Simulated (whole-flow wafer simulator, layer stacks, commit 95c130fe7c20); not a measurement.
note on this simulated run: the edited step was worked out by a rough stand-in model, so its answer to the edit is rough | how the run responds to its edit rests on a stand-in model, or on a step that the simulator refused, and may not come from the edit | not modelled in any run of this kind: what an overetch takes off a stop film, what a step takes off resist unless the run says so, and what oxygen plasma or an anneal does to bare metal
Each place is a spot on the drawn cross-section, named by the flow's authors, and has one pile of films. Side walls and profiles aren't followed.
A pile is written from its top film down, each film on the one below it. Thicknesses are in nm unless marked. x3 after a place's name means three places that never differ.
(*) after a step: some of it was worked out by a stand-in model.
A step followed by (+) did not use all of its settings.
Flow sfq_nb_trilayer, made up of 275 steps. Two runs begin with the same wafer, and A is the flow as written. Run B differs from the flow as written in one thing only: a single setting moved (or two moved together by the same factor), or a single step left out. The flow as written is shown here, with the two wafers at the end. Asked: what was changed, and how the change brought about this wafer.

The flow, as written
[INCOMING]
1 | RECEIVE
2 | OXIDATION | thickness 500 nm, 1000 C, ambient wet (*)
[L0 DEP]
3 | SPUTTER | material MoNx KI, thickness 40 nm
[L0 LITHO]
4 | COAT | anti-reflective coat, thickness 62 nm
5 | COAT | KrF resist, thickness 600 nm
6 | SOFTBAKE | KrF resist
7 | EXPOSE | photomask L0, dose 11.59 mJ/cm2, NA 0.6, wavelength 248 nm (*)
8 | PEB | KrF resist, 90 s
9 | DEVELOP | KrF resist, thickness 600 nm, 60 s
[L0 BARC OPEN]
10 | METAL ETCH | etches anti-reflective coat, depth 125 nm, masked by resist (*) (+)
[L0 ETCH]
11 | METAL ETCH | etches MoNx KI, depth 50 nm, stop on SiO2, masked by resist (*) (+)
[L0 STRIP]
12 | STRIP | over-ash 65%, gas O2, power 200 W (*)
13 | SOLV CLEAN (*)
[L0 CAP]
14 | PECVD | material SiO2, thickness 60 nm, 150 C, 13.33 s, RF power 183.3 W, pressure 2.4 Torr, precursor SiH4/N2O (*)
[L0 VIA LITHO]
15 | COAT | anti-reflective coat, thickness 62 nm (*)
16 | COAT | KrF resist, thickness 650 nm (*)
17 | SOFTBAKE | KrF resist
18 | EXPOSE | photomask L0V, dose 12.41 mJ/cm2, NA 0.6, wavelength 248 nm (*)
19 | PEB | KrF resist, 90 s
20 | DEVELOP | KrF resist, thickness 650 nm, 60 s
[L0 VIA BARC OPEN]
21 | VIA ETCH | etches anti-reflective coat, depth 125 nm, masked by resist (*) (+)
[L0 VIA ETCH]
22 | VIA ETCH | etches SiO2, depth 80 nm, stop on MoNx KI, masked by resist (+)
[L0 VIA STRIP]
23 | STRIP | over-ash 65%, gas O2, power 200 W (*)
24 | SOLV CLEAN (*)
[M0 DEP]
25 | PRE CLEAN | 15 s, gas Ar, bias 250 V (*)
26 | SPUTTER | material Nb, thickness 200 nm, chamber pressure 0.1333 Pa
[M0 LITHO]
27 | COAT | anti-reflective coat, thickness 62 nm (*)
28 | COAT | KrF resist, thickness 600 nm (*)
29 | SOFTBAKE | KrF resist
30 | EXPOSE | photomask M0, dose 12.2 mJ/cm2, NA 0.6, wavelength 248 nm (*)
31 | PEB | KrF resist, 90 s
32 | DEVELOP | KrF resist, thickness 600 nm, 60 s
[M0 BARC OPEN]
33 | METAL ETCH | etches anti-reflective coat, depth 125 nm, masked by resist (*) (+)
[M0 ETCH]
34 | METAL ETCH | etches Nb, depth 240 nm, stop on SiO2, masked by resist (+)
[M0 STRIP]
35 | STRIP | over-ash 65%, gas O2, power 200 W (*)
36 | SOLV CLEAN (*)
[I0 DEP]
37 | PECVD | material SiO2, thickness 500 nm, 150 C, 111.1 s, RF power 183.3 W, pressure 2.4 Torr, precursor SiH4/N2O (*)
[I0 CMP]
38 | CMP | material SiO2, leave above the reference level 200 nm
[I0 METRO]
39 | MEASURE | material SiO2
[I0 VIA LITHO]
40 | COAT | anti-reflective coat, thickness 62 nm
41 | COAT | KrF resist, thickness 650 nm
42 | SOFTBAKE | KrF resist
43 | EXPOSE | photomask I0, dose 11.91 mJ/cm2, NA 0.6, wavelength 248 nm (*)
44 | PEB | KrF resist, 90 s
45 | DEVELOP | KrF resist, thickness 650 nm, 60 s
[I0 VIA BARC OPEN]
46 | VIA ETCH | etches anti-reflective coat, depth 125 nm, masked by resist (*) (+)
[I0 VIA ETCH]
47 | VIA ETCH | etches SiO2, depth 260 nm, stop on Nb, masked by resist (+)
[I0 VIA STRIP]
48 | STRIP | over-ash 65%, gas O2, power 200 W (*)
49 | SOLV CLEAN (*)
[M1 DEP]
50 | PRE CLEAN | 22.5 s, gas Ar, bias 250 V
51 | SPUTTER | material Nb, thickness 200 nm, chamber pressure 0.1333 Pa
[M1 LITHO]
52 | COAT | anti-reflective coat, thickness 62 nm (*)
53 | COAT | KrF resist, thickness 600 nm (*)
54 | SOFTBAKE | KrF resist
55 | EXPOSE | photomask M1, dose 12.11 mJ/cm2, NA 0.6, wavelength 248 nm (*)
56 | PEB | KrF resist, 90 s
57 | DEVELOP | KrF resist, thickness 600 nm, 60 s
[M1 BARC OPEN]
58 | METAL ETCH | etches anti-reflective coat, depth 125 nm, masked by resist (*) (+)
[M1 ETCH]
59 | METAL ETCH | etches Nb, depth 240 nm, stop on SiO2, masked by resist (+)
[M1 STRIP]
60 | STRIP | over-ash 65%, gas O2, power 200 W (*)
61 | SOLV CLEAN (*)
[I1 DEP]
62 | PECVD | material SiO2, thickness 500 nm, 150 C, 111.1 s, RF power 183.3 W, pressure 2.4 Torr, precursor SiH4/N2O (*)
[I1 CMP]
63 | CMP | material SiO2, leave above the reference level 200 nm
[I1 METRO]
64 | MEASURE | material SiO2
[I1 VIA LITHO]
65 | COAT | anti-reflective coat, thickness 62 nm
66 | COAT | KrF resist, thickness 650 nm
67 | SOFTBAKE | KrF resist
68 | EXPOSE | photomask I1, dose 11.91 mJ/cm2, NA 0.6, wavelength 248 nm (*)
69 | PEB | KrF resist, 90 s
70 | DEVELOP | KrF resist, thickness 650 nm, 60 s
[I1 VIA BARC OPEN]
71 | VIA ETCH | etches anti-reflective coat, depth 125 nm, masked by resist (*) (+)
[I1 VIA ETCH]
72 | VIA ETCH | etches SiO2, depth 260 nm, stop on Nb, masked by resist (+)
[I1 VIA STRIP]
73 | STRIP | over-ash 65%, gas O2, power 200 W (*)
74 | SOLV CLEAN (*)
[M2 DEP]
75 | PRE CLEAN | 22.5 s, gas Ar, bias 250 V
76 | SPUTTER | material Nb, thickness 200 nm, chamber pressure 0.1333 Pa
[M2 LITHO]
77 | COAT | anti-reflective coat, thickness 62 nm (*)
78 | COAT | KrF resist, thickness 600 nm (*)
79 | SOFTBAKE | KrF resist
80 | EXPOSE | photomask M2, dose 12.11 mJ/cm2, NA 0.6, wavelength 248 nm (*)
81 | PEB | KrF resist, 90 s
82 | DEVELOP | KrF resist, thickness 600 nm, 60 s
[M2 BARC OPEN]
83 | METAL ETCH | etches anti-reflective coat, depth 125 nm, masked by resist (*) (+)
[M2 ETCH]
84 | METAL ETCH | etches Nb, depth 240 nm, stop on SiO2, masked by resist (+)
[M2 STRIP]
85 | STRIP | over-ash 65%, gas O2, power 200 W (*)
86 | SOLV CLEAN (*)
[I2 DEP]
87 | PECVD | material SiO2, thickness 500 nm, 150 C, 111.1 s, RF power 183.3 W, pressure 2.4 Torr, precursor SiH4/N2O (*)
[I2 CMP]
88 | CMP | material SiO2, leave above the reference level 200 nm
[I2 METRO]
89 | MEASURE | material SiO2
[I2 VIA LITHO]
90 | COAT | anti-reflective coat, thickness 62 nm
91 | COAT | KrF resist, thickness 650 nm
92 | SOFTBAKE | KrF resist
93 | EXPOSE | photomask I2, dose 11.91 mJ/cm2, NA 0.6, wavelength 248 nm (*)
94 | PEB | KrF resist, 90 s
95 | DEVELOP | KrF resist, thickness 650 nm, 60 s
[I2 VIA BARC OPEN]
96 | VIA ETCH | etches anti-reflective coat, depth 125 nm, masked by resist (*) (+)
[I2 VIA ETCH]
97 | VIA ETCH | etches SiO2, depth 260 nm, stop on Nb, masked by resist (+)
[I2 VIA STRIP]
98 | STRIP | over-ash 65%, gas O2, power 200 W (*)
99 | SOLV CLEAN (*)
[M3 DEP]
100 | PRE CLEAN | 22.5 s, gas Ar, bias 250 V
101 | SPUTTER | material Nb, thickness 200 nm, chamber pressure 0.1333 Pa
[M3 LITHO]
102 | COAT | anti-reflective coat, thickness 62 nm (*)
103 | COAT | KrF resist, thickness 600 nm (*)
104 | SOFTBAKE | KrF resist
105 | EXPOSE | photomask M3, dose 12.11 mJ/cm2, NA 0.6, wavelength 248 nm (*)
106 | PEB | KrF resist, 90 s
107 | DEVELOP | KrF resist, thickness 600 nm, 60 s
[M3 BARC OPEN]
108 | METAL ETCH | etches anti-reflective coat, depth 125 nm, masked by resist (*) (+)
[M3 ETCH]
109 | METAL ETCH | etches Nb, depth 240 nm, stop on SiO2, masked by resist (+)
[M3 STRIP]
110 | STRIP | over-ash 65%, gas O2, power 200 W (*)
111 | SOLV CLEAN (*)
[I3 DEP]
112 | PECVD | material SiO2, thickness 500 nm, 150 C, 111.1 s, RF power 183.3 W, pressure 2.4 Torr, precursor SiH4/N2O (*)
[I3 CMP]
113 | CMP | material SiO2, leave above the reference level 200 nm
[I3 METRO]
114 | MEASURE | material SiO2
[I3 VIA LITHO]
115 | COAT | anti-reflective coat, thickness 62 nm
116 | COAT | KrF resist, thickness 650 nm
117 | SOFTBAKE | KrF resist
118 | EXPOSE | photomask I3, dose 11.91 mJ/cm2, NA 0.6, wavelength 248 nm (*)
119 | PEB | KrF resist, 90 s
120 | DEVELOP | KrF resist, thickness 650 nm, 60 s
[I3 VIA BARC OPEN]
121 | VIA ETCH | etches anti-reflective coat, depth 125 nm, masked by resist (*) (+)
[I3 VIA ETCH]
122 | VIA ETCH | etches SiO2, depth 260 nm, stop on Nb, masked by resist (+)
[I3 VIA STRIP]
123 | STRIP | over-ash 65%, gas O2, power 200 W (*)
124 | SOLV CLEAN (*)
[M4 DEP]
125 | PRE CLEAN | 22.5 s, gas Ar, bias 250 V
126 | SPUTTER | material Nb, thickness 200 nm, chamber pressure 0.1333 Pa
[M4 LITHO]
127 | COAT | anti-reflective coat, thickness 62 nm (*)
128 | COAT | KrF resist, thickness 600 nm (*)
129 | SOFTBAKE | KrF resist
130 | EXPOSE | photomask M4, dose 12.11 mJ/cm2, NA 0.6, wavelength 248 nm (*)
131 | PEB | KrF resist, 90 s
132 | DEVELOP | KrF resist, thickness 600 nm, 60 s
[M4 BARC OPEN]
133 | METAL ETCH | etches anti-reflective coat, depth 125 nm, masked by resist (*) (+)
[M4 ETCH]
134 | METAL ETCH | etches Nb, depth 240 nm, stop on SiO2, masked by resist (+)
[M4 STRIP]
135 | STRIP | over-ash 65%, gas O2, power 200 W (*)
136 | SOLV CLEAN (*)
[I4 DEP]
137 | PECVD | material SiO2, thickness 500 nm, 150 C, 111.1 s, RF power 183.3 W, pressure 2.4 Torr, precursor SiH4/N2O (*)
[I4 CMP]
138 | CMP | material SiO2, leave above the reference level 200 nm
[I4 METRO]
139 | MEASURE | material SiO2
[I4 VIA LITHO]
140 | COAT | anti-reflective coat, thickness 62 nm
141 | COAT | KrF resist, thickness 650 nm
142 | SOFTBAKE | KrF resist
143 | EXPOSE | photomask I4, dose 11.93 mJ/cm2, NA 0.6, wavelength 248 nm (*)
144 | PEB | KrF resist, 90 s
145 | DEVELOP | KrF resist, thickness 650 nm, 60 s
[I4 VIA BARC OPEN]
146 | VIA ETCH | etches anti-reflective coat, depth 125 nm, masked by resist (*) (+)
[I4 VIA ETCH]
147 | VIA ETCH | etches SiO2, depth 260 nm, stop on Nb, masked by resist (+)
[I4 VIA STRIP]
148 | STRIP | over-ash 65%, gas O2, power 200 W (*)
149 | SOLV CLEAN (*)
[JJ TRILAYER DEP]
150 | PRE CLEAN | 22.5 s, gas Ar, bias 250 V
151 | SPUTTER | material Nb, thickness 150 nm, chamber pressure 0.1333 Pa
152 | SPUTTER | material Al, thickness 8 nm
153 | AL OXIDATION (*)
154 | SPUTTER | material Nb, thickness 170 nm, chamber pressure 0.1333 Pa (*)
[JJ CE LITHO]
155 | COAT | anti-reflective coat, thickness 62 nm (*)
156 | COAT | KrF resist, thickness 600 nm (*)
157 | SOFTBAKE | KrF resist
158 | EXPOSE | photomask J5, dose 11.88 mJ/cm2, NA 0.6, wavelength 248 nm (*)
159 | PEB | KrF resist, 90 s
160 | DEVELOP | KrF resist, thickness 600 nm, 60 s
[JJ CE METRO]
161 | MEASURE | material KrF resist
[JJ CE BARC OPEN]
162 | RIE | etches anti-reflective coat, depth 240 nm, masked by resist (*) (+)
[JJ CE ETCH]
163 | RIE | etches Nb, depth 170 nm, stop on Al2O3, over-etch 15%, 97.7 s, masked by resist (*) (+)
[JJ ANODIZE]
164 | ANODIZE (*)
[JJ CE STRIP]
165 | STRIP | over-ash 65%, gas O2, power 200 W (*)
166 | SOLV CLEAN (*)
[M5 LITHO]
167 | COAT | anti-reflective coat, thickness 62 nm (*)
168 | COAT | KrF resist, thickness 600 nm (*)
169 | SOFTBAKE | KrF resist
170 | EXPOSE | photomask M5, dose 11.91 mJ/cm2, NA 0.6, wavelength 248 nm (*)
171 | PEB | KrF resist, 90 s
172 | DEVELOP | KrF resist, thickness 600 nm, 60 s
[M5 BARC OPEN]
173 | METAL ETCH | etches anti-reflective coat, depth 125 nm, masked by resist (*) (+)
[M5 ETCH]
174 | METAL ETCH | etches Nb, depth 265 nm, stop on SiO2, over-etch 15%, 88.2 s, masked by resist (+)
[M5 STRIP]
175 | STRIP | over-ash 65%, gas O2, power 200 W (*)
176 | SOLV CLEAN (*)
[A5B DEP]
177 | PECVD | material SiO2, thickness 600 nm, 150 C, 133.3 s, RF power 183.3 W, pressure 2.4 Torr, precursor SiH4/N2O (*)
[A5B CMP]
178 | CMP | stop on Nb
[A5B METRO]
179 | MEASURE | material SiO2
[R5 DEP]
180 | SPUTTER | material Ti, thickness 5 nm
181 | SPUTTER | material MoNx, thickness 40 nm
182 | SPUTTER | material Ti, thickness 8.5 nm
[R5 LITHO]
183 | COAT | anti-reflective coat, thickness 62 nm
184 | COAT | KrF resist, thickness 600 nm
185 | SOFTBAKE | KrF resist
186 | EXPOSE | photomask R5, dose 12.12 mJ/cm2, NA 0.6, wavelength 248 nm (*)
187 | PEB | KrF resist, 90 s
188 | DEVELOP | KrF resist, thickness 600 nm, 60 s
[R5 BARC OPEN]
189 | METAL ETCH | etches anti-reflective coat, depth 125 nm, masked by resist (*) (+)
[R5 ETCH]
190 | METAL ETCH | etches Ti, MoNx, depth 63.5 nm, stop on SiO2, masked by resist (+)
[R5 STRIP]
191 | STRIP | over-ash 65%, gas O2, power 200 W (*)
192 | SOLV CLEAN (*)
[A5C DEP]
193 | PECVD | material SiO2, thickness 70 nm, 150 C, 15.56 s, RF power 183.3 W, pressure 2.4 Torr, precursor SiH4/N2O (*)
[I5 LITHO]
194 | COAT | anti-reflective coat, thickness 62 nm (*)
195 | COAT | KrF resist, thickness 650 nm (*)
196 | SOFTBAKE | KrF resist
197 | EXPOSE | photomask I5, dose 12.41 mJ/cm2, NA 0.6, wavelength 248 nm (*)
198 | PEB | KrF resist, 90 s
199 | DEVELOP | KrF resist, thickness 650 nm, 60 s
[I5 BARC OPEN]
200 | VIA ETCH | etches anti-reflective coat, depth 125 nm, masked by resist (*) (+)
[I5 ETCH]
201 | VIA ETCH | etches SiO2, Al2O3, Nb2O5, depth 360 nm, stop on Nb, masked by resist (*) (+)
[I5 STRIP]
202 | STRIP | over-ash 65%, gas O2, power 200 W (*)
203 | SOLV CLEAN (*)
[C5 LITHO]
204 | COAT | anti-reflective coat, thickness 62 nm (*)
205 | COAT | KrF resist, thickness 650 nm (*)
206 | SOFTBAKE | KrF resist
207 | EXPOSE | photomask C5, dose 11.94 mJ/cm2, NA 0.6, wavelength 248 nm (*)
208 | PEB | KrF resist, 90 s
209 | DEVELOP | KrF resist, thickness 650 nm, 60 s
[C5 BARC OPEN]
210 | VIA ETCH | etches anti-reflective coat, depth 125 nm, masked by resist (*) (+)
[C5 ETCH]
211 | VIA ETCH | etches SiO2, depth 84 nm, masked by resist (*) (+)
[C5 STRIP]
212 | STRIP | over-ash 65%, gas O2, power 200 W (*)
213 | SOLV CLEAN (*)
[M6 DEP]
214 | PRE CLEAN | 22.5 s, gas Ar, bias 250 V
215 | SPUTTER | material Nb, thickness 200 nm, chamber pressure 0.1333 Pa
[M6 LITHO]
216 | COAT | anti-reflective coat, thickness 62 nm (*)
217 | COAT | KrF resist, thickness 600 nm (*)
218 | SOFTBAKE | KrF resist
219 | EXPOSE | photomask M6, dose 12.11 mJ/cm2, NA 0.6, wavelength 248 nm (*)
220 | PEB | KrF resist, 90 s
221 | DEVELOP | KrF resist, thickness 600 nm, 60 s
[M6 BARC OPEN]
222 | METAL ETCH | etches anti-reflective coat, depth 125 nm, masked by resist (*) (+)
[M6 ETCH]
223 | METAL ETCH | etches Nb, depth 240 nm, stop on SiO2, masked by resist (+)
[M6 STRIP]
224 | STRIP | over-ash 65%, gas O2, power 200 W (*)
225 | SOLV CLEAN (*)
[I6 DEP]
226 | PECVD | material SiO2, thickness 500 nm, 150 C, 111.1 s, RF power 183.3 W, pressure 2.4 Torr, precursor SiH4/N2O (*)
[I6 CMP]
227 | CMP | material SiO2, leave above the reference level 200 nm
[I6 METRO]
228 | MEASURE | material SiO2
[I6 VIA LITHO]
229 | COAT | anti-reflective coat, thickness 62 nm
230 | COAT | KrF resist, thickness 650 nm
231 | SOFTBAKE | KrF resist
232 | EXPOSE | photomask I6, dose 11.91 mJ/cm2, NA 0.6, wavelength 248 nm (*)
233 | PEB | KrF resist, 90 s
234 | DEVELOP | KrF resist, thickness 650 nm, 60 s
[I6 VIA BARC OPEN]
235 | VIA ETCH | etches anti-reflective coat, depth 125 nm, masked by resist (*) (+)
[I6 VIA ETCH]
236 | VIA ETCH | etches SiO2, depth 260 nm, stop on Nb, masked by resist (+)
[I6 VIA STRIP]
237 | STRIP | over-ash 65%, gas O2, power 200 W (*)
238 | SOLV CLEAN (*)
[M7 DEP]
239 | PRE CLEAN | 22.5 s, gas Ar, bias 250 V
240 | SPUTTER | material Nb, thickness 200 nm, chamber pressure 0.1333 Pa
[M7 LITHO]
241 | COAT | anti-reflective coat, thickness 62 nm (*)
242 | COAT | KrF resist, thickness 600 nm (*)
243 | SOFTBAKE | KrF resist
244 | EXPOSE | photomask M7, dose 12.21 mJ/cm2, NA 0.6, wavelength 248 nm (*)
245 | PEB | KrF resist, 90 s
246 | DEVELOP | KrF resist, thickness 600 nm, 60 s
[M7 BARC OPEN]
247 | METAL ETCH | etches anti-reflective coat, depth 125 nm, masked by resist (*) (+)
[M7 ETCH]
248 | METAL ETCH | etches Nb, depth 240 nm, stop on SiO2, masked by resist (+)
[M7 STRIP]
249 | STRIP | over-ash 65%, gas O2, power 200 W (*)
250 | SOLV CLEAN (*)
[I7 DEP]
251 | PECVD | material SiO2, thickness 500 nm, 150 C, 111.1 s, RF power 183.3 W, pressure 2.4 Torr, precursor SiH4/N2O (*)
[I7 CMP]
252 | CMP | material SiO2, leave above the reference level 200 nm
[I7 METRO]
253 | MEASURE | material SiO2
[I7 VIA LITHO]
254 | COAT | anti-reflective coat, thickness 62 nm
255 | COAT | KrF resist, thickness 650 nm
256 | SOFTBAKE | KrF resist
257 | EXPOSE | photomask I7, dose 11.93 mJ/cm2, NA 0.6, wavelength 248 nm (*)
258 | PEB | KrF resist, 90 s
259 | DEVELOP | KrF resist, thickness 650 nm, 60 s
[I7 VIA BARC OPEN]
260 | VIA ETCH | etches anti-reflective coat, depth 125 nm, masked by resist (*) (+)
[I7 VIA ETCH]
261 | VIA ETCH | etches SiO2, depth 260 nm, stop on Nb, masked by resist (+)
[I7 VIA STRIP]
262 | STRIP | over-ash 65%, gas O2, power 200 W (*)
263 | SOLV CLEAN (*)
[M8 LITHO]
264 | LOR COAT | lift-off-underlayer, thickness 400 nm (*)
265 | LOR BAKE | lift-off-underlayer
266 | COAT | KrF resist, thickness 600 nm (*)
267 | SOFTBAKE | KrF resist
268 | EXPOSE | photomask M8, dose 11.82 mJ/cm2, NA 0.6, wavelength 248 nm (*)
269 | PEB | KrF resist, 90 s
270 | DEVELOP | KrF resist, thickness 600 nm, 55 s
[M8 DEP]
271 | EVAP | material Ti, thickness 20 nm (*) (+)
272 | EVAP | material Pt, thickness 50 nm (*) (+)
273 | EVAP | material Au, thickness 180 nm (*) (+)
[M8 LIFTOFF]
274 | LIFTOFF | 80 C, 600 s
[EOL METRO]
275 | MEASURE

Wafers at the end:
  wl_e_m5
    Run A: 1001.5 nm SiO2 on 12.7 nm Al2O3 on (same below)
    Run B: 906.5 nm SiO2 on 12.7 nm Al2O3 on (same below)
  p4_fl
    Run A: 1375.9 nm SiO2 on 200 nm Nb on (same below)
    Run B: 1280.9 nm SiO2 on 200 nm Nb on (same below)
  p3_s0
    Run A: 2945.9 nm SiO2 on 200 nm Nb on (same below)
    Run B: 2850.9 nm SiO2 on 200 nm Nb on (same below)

What caused this: step 251, PECVD: thickness 305 nm was run, though the flow has thickness 500 nm; step 251, PECVD: 67.78 s was run, where the flow has 111.1 s.

Step by step, how the change led to this:
  251 | PECVD | material SiO2, thickness 500 nm, 150 C, 111.1 s, RF power 183.3 W, pressure 2.4 Torr, precursor SiH4/N2O (*)
      field_l, p4_fl, p4_fm and 56 more: A +500 SiO2 | B +305 SiO2
      v_sur, via_wl, via_w and 37 more: A +500 SiO2 (new film) | B +305 SiO2 (new film)
      (and at 7 other places as well)
  252 | CMP | material SiO2, leave above the reference level 200 nm
      field_l, p4_fl, p4_fm and 56 more: A -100 SiO2 | B nothing
      field_r, lsp_l: A -77.7 SiO2 | B nothing
      (and at 45 other places as well)
  254 | COAT | anti-reflective coat, thickness 62 nm
      jj_sur, ce_l, c5j, ce_r, sp_r, be_r: A +62 anti-reflective coat (new film) | B +57.7 anti-reflective coat (new film)
      p3_s1, m0r_line_l x2, m6r_line_l x2: A +62 anti-reflective coat (new film) | B +63.5 anti-reflective coat (new film)
      (and at 81 other places as well)
  255 | COAT | KrF resist, thickness 650 nm
      m0r_line_l x2, m6r_line_l x2: A +650 KrF resist (new film) | B +668.9 KrF resist (new film)
      wl_d_m1, m7r_space_l, m7r_space_r: A +650 KrF resist (new film) | B +668.4 KrF resist (new film)
      (and at 51 other places as well)
  259 | DEVELOP | KrF resist, thickness 650 nm, 60 s
      via_wl: A -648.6 KrF resist (all of it) | B -615.4 KrF resist (all of it)
      via_w: A -648.6 KrF resist (all of it) | B -620.6 KrF resist (all of it)
      (and at 1 other place as well)
  260 | VIA ETCH | etches anti-reflective coat, depth 125 nm, masked by resist (*) (+)
      field_l, v_sur, via_sp and 100 more: A -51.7 KrF resist | B -46.9 KrF resist
      via_wl, via_w: A -62 anti-reflective coat (all of it), -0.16 SiO2 | B -56.3 anti-reflective coat (all of it), -0.14 SiO2
      (and at 1 other place as well)
  262 | STRIP | over-ash 65%, gas O2, power 200 W (*)
      ce_l, c5j, ce_r, sp_r: A -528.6 KrF resist (all of it), -62 anti-reflective coat (all of it) | B -516.1 KrF resist (all of it), -57.7 anti-reflective coat (all of it)
      m0r_line_l x2, m6r_line_l x2: A -528.6 KrF resist (all of it), -62 anti-reflective coat (all of it) | B -552.3 KrF resist (all of it), -63.5 anti-reflective coat (all of it)
      (and at 82 other places as well)
  264 | LOR COAT | lift-off-underlayer, thickness 400 nm (*)
      m0r_line_l x2, m6r_line_l x2: A +400 lift-off-underlayer (new film) | B +422.6 lift-off-underlayer (new film)
      m0r_space_l x2, m6r_space_l x2: A +400 lift-off-underlayer (new film) | B +430.4 lift-off-underlayer (new film)
      (and at 72 other places as well)
  266 | COAT | KrF resist, thickness 600 nm (*)
      wl_d_m1, wl_d_sr: A +600 KrF resist (new film) | B +615.8 KrF resist (new film)
      via_wl: A +625.2 KrF resist (new film) | B +611.4 KrF resist (new film)
      (and at 15 other places as well)
  270 | DEVELOP | KrF resist, thickness 600 nm, 55 s
      field_l: A -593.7 KrF resist (all of it), -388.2 lift-off-underlayer (all of it) | B -604 KrF resist (all of it), -421.9 lift-off-underlayer (all of it)
      v_sur: A -607.3 KrF resist (all of it), -369.4 lift-off-underlayer (all of it) | B -596.1 KrF resist (all of it), -335.8 lift-off-underlayer (all of it)
      (and at 9 other places as well)
  274 | LIFTOFF | 80 C, 600 s
      m0r_line_l x2, m6r_line_l x2: A -180 Au (all of it), -50 Pt (all of it), -20 Ti (all of it), -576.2 KrF resist (all of it), -400 lift-off-underlayer (all of it) | B -180 Au (all of it), -50 Pt (all of it), -20 Ti (all of it), -584.6 KrF resist (all of it), -422.6 lift-off-underlayer (all of it)
      m0r_space_l x2, m6r_space_l x2: A -180 Au (all of it), -50 Pt (all of it), -20 Ti (all of it), -576.2 KrF resist (all of it), -400 lift-off-underlayer (all of it) | B -180 Au (all of it), -50 Pt (all of it), -20 Ti (all of it), -578.3 KrF resist (all of it), -430.4 lift-off-underlayer (all of it)
      (and at 61 other places as well)
